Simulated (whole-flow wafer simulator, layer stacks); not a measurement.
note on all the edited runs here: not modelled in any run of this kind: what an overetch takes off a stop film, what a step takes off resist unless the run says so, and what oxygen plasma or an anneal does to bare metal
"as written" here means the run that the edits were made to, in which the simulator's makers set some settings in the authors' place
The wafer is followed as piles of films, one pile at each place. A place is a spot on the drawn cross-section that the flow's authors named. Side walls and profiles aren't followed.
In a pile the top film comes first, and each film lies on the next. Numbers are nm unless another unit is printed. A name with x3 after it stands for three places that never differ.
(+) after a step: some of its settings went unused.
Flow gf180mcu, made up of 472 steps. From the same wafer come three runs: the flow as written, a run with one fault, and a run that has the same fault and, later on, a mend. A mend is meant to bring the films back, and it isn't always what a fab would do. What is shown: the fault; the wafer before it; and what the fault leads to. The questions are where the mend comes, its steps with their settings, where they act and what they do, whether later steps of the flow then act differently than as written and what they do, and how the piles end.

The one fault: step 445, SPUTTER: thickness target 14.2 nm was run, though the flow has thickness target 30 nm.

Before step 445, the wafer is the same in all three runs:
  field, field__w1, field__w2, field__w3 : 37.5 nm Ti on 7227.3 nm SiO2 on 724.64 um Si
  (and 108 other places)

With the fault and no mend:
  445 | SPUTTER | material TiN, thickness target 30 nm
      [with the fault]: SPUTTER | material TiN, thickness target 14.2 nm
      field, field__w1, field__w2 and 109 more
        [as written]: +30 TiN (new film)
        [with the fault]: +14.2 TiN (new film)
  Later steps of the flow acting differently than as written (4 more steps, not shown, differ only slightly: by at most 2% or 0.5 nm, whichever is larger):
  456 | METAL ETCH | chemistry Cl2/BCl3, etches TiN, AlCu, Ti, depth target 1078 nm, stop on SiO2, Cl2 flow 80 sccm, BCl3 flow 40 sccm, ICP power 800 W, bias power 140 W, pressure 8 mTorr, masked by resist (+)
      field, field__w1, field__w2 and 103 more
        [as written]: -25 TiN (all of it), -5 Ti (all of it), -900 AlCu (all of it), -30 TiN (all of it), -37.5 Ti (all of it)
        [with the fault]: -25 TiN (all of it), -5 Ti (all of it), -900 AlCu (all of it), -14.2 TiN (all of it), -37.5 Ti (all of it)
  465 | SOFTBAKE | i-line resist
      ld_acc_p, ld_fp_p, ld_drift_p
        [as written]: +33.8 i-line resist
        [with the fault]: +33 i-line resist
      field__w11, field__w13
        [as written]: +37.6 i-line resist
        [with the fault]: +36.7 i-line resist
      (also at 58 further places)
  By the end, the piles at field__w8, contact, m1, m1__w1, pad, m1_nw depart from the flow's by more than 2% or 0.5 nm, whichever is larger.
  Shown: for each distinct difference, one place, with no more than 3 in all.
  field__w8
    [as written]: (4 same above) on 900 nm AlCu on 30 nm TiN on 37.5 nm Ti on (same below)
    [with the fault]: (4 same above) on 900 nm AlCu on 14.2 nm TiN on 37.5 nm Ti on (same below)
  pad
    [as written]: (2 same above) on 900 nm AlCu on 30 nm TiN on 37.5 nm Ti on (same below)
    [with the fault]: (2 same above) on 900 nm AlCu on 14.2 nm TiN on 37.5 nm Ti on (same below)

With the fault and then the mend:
  After step 445 comes the mend.
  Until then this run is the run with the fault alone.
  445a | SPUTTER | material TiN, thickness target 15.8 nm (a further turn of the flow's step 445, with different settings)
      field, field__w1, field__w2 and 109 more
        +15.8 TiN
  None of the later steps of the flow acts differently than as written at any place that is followed.
  By the end, the piles equal the flow's at every place that both follow.
